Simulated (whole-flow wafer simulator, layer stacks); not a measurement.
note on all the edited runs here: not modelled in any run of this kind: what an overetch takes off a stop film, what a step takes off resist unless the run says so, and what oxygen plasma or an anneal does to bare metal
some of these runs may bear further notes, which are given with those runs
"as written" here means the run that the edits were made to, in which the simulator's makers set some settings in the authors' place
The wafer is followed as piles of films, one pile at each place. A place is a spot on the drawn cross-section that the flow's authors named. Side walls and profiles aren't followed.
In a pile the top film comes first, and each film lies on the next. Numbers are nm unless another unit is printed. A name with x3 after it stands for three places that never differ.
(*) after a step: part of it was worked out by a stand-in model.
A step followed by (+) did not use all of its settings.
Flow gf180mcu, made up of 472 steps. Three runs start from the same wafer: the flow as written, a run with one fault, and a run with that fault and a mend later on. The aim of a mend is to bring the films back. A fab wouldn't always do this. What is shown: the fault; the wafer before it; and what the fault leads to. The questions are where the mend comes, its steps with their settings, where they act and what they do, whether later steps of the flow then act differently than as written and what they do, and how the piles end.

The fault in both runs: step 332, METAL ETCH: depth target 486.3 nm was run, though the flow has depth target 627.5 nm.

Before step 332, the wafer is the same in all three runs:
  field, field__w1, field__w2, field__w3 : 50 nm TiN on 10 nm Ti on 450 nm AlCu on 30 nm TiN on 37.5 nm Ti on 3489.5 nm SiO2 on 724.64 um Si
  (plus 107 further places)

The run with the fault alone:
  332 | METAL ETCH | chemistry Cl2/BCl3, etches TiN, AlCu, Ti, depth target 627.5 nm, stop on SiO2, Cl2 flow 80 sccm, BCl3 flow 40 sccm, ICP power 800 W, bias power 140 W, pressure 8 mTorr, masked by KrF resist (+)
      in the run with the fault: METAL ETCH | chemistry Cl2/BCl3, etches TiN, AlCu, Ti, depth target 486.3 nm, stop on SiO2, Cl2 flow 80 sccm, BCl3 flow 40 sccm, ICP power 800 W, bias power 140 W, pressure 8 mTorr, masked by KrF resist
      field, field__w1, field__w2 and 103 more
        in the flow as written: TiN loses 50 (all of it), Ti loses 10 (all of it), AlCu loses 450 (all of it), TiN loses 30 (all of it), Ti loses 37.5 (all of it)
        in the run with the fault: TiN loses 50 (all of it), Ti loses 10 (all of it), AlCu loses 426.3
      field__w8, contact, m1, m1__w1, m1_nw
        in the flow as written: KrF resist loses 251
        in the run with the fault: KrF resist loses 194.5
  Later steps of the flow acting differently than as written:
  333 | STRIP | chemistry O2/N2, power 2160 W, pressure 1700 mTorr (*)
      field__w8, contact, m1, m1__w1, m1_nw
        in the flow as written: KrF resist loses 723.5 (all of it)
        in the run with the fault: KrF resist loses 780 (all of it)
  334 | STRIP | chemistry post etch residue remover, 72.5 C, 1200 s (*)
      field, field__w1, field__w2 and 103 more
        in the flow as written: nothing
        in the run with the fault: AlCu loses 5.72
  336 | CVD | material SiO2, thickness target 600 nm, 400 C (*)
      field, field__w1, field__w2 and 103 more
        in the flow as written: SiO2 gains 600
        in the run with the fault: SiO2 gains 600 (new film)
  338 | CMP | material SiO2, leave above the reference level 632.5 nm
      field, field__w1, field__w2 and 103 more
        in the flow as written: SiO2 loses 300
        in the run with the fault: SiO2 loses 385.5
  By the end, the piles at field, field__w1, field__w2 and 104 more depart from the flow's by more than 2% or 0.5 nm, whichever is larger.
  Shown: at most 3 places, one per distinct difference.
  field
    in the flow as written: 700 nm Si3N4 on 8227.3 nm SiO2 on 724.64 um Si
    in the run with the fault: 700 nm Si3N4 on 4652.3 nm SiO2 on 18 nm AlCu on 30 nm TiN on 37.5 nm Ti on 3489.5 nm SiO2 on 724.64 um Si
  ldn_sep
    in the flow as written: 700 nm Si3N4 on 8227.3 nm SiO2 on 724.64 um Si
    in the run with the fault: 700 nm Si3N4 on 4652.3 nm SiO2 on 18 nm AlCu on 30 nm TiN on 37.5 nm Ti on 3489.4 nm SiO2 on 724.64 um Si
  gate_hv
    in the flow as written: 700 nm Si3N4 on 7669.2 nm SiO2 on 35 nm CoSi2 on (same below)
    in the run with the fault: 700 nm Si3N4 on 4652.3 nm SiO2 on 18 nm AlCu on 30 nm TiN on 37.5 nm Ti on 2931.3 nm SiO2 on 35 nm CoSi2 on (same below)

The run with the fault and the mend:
  The mend follows step 334.
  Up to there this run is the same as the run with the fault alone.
  334a | DEHYDRATE | 200 C, 60 s (the flow's step 325, run once more)
      does not change any film at any place that is followed
  334b | HMDS | 120 C, 60 s (the flow's step 326, run once more)
      does not change any film at any place that is followed
  334c | COAT | KrF resist, thickness 1000 nm (*) (the flow's step 327, run once more)
      iso_ptap_pw, iso_ntap_nw, iso_nw_fld and 33 more
        KrF resist gains 1000 (new film)
      field_sub, field_sub__w1, field_sub__w2 and 12 more
        KrF resist gains 1002.8 (new film)
      field__w11, field__w13, p_well and 7 more
        KrF resist gains 1003.2 (new film)
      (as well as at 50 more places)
  334d | SOFTBAKE | KrF resist (the flow's step 328, run once more)
      does not change any film at any place that is followed
  334e | EXPOSE | photomask Metal3 (the flow's step 329, run once more)
      does not change any film at any place that is followed
  334f | PEB | KrF resist, 135 C, 90 s (the flow's step 330, run once more)
      field__w1, field__w2, field__w3 and 56 more
        KrF resist loses 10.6
      iso_ptap_pw, iso_ntap_nw, iso_nw_fld and 33 more
        KrF resist loses 10.5
      gate_hv, sd_p, polyc_n, polyc_n_rim
        KrF resist loses 10.7
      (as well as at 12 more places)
  334g | DEVELOP | thickness 1000 nm, 60 s (the flow's step 331, run once more)
      iso_ptap_pw, iso_ntap_nw, iso_nw_fld and 33 more
        KrF resist loses 989.5 (all of it)
      field_sub__w4, ld_sd_p, ld_gate_p and 8 more
        KrF resist loses 992.3 (all of it)
      p_well, sti, spacer and 7 more
        KrF resist loses 992.6 (all of it)
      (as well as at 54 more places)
  334h | METAL ETCH | chemistry Cl2/BCl3, etches TiN, AlCu, Ti, depth target 141.2 nm, stop on SiO2, Cl2 flow 80 sccm, BCl3 flow 40 sccm, ICP power 800 W, bias power 140 W, pressure 8 mTorr, masked by KrF resist (+) (the flow's step 332, run once more with other settings)
      field, field__w1, field__w2 and 103 more
        AlCu loses 18 (all of it), TiN loses 30 (all of it), Ti loses 37.5 (all of it)
      field__w8, contact, m1, m1__w1, m1_nw
        KrF resist loses 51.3
  334i | STRIP | chemistry O2/N2, power 2160 W, pressure 1700 mTorr (*) (the flow's step 333, run once more)
      field__w8
        KrF resist loses 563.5 (all of it)
      contact
        KrF resist loses 561.4 (all of it)
      m1
        KrF resist loses 564.4 (all of it)
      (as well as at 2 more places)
  334j | STRIP | chemistry post etch residue remover, 72.5 C, 1200 s (*) (the flow's step 334, run once more)
      field__w8, contact, m1, m1__w1, m1_nw
        TiN loses 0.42
  None of the later steps of the flow differs from how it acts as written, at any place that is followed, by more than 2% or 0.5 nm, whichever is larger.
  The piles end only slightly different from the flow's at the places that both follow, by no more than 2% or 0.5 nm, whichever is larger.
